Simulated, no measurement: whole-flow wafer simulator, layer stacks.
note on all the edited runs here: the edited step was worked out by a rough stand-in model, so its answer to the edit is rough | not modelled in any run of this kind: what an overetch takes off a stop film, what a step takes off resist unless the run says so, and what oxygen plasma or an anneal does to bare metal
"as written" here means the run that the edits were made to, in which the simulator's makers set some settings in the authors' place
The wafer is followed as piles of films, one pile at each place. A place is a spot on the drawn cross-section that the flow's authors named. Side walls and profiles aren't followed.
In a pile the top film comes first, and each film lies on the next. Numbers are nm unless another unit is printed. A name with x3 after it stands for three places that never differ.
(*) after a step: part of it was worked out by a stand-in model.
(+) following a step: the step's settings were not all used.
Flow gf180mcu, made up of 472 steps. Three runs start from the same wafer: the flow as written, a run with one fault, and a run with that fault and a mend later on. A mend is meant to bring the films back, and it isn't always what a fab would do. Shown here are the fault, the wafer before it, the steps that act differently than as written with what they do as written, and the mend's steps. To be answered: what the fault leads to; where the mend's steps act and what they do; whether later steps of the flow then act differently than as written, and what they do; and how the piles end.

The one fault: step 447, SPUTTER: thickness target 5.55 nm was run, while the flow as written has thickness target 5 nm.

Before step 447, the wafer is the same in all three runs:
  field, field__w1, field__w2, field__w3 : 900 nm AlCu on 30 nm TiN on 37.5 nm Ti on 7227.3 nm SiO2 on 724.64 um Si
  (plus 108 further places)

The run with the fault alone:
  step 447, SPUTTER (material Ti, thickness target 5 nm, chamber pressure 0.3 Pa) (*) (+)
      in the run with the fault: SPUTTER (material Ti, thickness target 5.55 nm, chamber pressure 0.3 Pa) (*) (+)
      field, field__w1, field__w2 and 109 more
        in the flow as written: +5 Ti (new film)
        in the run with the fault: +5.55 Ti (new film)
  Steps further on in the flow that do not act as written (5 other steps are not shown; they differ only slightly, by no more than 2% or 0.5 nm, whichever is larger):
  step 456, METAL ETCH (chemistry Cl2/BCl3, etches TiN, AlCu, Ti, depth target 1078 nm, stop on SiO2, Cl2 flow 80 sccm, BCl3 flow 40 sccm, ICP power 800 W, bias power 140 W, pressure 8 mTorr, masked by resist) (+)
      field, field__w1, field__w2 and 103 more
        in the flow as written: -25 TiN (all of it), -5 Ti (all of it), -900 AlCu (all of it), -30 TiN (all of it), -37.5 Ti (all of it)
        in the run with the fault: -25 TiN (all of it), -5.55 Ti (all of it), -900 AlCu (all of it), -30 TiN (all of it), -37.5 Ti (all of it)
  The piles end different from the flow's at field__w8, contact, m1, m1__w1, pad, m1_nw by more than 2% or 0.5 nm, whichever is larger.
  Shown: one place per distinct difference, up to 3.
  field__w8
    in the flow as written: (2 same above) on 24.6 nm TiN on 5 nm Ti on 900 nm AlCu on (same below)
    in the run with the fault: (2 same above) on 24.6 nm TiN on 5.55 nm Ti on 900 nm AlCu on (same below)
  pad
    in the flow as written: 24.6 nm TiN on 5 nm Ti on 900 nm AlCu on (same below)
    in the run with the fault: 24.6 nm TiN on 5.55 nm Ti on 900 nm AlCu on (same below)

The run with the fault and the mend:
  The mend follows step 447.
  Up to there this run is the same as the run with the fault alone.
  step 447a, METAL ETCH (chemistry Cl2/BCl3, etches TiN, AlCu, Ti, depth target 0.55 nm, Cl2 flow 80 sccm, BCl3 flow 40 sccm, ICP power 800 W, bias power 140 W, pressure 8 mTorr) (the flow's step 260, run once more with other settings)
      field, field__w1, field__w2 and 109 more
        -0.55 Ti
  None of the later steps of the flow acts differently than as written at any place that is followed.
  By the end, the piles equal the flow's at every place that both follow.
